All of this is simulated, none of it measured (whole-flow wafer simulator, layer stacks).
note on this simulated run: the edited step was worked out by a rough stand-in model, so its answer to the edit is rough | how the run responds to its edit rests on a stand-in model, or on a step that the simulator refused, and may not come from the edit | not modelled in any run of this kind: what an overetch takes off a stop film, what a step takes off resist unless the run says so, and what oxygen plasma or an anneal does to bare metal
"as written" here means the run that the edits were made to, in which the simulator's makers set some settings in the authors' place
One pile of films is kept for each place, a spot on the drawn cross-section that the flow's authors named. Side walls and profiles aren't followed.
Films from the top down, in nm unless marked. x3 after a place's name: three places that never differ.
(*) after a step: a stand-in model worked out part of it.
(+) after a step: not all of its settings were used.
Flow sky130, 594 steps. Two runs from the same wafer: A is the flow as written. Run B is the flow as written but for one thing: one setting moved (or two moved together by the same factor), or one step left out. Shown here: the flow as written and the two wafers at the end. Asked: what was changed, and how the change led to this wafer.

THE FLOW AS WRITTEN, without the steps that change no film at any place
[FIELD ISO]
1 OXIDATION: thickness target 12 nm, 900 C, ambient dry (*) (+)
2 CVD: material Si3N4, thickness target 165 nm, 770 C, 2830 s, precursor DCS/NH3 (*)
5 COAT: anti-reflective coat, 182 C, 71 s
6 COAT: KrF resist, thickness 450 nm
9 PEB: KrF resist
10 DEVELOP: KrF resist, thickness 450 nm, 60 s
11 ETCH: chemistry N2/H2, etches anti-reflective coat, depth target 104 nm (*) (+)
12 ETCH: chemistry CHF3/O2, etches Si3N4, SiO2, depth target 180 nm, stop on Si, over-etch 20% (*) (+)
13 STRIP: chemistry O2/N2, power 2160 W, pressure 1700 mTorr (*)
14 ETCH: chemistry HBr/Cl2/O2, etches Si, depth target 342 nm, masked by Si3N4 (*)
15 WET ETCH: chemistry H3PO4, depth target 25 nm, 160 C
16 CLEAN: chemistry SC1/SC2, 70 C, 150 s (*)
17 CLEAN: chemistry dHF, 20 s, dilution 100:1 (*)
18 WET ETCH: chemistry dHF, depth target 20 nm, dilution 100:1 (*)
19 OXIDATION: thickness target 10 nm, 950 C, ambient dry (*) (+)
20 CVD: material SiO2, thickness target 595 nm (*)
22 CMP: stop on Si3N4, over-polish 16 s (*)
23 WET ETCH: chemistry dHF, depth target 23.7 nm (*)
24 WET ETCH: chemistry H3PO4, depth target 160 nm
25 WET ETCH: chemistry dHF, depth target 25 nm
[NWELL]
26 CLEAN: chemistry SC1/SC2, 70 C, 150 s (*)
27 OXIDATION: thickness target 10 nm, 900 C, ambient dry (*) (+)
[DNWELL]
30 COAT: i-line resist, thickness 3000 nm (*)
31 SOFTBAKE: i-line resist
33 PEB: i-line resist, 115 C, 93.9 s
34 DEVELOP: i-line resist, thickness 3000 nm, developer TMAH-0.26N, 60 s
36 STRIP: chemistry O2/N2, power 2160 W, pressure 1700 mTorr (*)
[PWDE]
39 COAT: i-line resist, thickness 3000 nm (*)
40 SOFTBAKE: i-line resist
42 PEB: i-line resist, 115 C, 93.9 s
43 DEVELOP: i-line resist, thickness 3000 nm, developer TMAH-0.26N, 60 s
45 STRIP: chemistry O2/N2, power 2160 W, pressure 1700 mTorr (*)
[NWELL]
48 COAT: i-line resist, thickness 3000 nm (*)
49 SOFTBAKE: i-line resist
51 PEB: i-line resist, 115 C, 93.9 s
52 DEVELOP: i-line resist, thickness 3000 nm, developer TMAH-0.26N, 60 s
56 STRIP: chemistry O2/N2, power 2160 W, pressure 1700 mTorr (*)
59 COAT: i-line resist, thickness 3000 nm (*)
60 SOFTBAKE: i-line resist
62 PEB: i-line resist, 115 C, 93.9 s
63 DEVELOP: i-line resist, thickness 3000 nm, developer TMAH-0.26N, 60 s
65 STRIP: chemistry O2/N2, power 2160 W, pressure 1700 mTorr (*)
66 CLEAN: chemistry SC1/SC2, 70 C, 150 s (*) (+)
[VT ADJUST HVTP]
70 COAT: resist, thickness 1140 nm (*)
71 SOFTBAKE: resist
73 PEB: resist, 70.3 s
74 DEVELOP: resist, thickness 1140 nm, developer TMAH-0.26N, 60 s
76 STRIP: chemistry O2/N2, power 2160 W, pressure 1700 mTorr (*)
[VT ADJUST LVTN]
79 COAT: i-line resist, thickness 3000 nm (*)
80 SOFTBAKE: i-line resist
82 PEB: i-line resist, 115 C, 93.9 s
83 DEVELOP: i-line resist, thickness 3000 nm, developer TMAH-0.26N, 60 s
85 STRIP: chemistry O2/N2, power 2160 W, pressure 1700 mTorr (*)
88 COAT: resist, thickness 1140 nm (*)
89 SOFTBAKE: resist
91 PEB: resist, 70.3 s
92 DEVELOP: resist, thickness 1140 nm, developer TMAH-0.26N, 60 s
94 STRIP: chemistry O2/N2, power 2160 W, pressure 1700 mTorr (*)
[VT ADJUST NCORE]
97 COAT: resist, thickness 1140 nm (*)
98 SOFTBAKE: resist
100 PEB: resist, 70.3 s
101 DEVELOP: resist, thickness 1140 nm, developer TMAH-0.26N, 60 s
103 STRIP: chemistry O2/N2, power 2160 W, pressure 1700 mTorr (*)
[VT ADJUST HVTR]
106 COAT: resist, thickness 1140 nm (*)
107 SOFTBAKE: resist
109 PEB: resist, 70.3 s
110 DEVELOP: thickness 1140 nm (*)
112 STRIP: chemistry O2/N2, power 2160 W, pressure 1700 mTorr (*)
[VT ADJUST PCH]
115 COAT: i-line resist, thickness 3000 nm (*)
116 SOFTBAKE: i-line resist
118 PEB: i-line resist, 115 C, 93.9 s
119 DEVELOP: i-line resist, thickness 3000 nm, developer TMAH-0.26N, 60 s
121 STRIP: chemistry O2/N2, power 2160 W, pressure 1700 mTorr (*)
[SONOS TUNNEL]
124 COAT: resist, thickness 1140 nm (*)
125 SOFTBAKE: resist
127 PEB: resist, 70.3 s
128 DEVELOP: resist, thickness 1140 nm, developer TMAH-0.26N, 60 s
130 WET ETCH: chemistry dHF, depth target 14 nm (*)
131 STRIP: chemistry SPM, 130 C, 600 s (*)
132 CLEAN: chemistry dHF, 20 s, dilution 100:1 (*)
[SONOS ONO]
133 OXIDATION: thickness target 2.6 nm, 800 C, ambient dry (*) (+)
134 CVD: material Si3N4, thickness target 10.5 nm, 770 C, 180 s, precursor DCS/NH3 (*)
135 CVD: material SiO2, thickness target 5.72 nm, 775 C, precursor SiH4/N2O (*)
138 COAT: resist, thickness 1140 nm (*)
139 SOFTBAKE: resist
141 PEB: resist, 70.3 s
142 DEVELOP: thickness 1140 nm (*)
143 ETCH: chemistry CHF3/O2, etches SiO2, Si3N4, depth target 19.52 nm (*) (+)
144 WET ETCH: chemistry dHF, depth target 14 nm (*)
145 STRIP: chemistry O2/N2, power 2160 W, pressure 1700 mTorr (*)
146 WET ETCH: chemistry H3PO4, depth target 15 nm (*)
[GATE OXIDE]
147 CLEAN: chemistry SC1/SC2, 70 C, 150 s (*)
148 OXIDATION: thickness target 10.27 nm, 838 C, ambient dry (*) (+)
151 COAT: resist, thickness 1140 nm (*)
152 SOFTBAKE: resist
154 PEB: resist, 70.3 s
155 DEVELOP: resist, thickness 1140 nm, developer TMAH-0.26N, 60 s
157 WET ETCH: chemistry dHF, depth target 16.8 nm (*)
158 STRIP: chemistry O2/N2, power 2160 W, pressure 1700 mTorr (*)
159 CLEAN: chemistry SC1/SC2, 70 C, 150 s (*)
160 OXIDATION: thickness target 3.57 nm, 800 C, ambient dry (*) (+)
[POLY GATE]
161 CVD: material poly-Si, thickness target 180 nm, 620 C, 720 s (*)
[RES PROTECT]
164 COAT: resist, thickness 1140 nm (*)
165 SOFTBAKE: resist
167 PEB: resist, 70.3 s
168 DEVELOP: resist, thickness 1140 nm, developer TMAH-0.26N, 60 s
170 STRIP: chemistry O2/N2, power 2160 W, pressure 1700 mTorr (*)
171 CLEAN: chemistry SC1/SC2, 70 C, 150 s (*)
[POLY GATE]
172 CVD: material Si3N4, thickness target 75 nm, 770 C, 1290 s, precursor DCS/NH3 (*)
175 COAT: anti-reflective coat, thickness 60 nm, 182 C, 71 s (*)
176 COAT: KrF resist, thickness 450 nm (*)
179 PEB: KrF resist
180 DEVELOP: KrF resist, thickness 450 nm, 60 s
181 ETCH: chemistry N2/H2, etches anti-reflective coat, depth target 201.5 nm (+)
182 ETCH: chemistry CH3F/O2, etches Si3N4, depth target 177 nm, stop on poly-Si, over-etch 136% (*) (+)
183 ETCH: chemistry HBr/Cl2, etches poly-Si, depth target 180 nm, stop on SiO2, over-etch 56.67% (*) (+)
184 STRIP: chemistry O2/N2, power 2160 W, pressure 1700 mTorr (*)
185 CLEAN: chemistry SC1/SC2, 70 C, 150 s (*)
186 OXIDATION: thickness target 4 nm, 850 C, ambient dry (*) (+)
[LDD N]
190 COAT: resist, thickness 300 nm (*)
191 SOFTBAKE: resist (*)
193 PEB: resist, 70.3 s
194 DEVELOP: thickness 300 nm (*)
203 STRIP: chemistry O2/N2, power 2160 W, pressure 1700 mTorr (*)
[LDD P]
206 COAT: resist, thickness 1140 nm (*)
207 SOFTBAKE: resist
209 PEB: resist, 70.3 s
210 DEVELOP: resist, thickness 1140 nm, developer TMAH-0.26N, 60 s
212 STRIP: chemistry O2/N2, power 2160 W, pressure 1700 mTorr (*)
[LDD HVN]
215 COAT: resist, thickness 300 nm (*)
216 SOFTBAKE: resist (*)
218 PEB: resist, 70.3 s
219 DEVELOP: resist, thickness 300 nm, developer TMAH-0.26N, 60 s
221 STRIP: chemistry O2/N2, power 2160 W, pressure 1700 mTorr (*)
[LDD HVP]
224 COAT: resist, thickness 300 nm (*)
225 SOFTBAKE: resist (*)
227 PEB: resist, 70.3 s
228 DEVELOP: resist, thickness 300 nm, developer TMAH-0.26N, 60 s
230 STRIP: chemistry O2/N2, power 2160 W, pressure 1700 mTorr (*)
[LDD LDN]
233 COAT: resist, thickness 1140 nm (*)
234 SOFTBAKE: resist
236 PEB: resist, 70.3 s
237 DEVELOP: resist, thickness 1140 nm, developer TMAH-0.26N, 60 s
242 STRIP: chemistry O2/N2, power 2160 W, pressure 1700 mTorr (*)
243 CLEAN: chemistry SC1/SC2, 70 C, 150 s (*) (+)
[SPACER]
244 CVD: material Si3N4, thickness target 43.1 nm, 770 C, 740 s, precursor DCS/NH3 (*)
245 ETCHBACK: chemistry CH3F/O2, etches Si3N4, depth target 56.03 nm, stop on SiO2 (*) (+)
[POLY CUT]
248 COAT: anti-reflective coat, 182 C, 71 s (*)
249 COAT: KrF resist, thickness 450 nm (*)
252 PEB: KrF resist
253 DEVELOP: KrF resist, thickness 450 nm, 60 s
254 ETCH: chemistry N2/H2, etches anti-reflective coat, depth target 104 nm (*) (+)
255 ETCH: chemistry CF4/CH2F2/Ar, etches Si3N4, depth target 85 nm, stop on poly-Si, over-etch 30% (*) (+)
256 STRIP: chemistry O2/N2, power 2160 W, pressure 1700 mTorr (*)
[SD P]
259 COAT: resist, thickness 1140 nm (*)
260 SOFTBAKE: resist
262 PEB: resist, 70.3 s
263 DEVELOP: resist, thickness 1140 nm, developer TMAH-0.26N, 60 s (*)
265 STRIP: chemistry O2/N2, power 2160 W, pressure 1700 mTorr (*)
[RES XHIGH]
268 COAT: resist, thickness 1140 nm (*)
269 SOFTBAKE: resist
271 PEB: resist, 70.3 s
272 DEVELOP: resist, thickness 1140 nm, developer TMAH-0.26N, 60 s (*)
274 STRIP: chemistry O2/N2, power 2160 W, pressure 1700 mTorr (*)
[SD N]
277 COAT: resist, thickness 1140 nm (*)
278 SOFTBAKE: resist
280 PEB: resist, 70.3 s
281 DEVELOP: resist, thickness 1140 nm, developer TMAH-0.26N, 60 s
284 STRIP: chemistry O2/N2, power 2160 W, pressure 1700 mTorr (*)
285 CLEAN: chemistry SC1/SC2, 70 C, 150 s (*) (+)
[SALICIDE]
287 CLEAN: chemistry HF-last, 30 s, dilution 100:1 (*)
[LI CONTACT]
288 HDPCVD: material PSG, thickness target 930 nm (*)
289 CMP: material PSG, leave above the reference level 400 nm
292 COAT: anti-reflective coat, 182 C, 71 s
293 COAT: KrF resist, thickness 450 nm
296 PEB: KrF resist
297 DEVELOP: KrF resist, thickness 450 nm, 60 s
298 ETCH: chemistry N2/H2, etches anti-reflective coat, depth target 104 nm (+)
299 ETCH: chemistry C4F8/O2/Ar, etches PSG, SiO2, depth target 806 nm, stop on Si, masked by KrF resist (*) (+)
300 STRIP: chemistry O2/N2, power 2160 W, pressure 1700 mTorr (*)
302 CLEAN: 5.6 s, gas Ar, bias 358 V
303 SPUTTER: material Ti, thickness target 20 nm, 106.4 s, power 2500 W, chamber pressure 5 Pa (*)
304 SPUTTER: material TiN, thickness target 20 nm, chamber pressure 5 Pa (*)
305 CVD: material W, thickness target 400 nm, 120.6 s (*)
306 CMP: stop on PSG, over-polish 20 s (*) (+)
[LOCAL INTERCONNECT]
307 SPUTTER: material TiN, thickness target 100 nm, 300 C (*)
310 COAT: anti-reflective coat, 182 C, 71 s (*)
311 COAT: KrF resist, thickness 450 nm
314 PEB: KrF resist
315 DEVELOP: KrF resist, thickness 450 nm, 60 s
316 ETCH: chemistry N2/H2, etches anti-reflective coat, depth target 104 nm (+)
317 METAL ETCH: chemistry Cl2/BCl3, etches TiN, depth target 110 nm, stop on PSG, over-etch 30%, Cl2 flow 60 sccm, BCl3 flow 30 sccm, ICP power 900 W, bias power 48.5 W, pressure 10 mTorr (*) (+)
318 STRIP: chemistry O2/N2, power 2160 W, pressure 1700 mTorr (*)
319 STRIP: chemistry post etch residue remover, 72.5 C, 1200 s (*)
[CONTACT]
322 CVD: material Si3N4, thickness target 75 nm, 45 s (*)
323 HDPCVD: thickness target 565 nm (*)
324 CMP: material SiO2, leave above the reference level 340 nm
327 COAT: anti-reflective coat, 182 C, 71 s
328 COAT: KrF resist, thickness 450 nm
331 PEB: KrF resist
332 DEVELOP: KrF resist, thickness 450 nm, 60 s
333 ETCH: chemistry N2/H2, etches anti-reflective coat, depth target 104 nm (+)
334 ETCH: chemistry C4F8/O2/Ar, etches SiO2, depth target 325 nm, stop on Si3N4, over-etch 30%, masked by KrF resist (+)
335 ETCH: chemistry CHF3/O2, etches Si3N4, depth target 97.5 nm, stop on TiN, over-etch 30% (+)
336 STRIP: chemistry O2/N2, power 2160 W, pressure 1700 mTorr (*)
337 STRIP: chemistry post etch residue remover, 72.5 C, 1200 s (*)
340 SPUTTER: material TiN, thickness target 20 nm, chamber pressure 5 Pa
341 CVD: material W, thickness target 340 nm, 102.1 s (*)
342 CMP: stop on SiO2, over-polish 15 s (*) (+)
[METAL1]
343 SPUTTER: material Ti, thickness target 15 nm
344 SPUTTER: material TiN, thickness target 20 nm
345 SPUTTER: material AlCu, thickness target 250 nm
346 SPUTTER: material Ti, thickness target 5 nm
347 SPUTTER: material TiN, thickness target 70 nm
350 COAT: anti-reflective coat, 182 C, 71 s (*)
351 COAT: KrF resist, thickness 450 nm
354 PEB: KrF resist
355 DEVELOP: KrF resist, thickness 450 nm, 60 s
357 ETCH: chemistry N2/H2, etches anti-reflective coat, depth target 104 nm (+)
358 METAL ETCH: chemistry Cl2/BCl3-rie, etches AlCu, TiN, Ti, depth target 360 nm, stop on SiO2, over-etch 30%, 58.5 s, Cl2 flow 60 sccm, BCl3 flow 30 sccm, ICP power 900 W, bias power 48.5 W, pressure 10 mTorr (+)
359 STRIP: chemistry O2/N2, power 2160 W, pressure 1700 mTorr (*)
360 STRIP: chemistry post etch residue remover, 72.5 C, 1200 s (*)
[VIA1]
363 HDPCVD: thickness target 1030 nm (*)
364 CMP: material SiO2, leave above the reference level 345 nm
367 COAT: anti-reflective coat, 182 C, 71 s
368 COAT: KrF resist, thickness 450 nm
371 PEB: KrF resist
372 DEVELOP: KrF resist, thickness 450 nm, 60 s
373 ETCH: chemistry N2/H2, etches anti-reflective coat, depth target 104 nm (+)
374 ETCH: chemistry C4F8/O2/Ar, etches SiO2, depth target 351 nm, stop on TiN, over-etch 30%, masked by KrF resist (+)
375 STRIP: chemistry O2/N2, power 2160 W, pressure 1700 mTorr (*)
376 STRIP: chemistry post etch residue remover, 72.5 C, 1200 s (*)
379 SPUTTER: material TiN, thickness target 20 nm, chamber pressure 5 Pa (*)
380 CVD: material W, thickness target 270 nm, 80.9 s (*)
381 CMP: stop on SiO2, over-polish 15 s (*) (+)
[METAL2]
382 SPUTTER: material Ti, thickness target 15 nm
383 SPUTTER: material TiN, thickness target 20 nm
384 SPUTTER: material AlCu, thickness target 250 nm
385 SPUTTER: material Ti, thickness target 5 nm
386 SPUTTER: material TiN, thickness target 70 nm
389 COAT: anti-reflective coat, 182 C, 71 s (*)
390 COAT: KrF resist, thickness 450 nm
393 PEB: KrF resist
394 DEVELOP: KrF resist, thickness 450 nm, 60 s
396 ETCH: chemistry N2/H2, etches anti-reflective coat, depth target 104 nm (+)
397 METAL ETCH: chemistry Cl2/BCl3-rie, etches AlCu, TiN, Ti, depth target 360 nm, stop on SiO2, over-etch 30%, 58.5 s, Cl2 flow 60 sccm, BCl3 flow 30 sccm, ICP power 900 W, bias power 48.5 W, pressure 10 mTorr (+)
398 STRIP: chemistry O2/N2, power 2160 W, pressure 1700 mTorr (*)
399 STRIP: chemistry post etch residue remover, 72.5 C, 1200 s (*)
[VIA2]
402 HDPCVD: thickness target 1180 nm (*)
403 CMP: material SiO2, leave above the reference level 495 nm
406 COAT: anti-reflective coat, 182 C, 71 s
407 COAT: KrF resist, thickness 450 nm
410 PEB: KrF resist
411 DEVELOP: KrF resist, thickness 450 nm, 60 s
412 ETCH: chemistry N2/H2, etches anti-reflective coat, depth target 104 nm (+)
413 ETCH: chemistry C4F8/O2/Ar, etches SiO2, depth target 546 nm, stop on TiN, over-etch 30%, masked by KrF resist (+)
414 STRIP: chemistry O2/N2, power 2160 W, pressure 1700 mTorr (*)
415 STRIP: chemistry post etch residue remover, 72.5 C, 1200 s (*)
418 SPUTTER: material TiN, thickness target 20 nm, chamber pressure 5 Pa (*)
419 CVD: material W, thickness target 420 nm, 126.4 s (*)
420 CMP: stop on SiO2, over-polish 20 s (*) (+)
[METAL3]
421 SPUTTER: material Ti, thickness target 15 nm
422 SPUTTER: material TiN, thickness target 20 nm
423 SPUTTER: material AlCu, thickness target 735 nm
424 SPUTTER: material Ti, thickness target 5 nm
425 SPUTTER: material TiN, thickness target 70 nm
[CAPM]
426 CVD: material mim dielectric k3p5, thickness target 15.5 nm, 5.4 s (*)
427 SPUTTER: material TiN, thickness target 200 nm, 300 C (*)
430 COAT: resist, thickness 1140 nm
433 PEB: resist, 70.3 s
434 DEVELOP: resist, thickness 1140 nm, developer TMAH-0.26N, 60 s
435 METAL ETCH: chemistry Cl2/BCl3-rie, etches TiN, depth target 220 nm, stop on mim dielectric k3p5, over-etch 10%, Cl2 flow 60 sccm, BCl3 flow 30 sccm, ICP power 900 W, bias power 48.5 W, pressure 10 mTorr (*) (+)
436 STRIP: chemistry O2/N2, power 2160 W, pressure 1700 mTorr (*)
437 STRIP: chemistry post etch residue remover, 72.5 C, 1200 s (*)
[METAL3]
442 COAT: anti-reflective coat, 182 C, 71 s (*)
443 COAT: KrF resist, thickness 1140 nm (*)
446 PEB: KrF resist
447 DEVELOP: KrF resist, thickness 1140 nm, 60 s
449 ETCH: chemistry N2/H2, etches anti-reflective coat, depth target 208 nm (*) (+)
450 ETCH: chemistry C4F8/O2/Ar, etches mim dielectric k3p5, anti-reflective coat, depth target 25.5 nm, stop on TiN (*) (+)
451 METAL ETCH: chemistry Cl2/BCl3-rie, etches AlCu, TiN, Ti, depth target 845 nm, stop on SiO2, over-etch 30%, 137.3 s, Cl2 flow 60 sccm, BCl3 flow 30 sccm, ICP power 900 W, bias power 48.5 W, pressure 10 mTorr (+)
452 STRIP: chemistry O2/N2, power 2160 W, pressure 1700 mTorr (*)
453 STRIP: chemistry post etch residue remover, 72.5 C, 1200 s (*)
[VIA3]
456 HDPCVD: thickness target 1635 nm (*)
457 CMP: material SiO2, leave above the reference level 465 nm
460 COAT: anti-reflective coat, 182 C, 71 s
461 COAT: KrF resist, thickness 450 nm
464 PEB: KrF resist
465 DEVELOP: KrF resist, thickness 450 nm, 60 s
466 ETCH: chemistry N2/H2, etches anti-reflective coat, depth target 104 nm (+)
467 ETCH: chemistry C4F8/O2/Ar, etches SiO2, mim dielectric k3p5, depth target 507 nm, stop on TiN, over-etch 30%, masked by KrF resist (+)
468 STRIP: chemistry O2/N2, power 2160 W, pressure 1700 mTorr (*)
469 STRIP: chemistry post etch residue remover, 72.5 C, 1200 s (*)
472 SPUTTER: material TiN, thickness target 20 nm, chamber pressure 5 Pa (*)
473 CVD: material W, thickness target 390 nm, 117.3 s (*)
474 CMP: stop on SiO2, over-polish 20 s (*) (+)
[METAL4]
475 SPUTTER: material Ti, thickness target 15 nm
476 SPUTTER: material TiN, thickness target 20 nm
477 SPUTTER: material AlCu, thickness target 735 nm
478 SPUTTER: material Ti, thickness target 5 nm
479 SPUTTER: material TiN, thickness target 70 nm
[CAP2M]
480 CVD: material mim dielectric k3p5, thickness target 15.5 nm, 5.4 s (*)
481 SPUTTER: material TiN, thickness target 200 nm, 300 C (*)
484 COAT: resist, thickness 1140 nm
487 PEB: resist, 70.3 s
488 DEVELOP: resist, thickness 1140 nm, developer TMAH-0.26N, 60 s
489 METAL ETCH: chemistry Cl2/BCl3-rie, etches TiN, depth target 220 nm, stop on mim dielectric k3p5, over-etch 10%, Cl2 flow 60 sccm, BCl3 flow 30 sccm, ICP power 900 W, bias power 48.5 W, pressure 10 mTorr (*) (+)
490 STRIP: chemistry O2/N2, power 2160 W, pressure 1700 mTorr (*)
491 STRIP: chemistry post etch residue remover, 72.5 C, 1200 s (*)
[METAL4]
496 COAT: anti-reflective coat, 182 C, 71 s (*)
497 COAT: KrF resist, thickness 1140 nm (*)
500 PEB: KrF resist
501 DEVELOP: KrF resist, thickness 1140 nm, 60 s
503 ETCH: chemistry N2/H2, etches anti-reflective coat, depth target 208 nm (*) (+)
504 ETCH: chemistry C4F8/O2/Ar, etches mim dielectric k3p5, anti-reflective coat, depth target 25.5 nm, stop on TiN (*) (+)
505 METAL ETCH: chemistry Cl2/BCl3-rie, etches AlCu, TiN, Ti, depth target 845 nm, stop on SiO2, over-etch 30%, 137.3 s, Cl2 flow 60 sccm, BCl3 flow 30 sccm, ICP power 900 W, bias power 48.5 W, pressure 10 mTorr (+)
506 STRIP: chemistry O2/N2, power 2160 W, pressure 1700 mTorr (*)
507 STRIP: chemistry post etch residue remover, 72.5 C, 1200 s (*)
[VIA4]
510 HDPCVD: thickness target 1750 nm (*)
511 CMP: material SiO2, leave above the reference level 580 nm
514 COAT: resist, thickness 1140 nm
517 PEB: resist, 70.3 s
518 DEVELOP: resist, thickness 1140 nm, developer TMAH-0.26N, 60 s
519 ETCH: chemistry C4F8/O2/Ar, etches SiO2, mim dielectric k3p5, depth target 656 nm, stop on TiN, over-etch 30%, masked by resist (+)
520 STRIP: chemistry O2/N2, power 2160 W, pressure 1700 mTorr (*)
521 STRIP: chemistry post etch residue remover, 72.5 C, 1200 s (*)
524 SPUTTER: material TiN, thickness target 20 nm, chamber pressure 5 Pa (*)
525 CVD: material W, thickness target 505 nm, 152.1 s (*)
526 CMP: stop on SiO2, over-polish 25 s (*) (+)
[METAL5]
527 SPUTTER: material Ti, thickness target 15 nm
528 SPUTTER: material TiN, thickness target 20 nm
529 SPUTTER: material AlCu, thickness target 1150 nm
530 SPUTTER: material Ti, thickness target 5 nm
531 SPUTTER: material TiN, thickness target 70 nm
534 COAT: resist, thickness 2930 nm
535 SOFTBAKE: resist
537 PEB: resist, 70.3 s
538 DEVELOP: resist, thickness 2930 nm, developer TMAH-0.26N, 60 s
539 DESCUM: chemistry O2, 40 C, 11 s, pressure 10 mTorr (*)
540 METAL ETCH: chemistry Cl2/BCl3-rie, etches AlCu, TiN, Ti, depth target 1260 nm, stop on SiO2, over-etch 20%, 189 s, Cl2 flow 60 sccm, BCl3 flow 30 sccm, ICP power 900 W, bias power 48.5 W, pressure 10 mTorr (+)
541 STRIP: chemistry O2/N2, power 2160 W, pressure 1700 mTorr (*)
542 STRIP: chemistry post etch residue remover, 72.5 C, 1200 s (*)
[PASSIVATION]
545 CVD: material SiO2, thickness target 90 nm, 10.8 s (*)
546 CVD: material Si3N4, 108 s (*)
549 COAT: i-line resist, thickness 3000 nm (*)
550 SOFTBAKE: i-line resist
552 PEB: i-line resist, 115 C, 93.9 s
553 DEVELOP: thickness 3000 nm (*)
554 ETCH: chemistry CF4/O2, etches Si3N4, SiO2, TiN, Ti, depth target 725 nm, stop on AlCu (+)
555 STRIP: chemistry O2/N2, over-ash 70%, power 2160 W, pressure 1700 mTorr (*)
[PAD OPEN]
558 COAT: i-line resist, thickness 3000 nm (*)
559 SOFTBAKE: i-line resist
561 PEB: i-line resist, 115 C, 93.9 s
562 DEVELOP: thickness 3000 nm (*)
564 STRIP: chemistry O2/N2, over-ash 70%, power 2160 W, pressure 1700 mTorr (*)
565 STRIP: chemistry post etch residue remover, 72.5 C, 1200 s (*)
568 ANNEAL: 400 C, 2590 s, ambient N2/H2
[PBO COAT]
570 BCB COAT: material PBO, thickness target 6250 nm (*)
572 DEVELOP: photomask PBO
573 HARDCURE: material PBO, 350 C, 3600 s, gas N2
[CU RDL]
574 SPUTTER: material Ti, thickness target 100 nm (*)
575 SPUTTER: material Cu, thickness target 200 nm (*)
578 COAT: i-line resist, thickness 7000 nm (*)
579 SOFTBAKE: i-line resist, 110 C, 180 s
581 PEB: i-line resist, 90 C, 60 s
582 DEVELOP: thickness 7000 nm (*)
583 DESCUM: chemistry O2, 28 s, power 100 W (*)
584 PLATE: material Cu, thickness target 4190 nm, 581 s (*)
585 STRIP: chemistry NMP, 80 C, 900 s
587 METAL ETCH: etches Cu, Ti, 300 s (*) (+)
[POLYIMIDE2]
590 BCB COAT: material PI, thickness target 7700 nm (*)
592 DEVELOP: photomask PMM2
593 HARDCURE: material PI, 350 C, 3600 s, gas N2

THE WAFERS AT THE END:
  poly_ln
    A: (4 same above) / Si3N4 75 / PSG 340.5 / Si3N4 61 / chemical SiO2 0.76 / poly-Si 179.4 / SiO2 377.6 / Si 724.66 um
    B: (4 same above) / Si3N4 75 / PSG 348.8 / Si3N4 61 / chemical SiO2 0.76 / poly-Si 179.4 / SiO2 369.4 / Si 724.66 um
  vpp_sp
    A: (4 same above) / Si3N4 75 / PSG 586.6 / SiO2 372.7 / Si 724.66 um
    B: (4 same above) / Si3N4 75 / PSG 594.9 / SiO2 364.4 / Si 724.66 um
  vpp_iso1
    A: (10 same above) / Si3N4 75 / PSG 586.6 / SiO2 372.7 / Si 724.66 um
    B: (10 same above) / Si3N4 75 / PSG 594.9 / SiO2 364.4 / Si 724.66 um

The cause: step 23, WET ETCH: depth target 32 nm was run, where the flow has depth target 23.7 nm.

How the change led to this, step by step:
  23 WET ETCH: chemistry dHF, depth target 23.7 nm (*)
      active, n_well, p_well and 100 more: A Si3N4 -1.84 | B Si3N4 -2.45
      field, mim, iso_guard and 84 more: A SiO2 -23.7 | B SiO2 -32
  31 SOFTBAKE: i-line resist
      gate_p_lvt_sd_len, spacer_hv5: A i-line resist +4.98 | B i-line resist +4.44
      m1: A i-line resist +5.34 | B i-line resist +4.74
      (and at 51 more places)
  40 SOFTBAKE: i-line resist
      gate_p_lvt_sd_len, spacer_hv5: A i-line resist +4.98 | B i-line resist +4.44
      m1: A i-line resist +5.34 | B i-line resist +4.74
      (and at 51 more places)
  49 SOFTBAKE: i-line resist
      gate_p_lvt_sd_len, spacer_hv5: A i-line resist +4.98 | B i-line resist +4.44
      m1: A i-line resist +5.34 | B i-line resist +4.74
      (and at 51 more places)
  60 SOFTBAKE: i-line resist
      gate_p_lvt_sd_len, spacer_hv5: A i-line resist +4.98 | B i-line resist +4.44
      m1: A i-line resist +5.34 | B i-line resist +4.74
      (and at 51 more places)
  71 SOFTBAKE: resist
      gate_hv_pwblk: A resist +4.5 | B resist +3.98
  80 SOFTBAKE: i-line resist
      m1: A i-line resist +5.35 | B i-line resist +4.74
      sonos_cell: A i-line resist +6.18 | B i-line resist +5.48
      (and at 51 more places)
  89 SOFTBAKE: resist
      gate_hv_pwblk: A resist +4.5 | B resist +3.98
  98 SOFTBAKE: resist
      gate_hv_pwblk: A resist +4.5 | B resist +3.98
  107 SOFTBAKE: resist
      gate_hv_pwblk: A resist +4.5 | B resist +3.98
  116 SOFTBAKE: i-line resist
      varactor_hvt_edge, poly_endcap: A i-line resist +6.45 | B i-line resist +5.72
      m1: A i-line resist +5.32 | B i-line resist +4.71
      (and at 50 more places)
  125 SOFTBAKE: resist
      gate_hv_pwblk: A resist +4.5 | B resist +3.98
  139 SOFTBAKE: resist
      gate_hv_pwblk: A resist +4.44 | B resist +3.92
  152 SOFTBAKE: resist
      gate_hv_pwblk: A resist +3.56 | B resist +3.04
  161 CVD: material poly-Si, thickness target 180 nm, 620 C, 720 s (*)
      ndiff_dn: A poly-Si +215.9 (new film) | B poly-Si +207.6 (new film)
  165 SOFTBAKE: resist
      gate_hv_pwblk: A resist +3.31 | B resist +2.78
  ... 22 more steps ...
  306 CMP: stop on PSG, over-polish 20 s (*) (+)
      poly_licon: A W -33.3 | B W -25.1
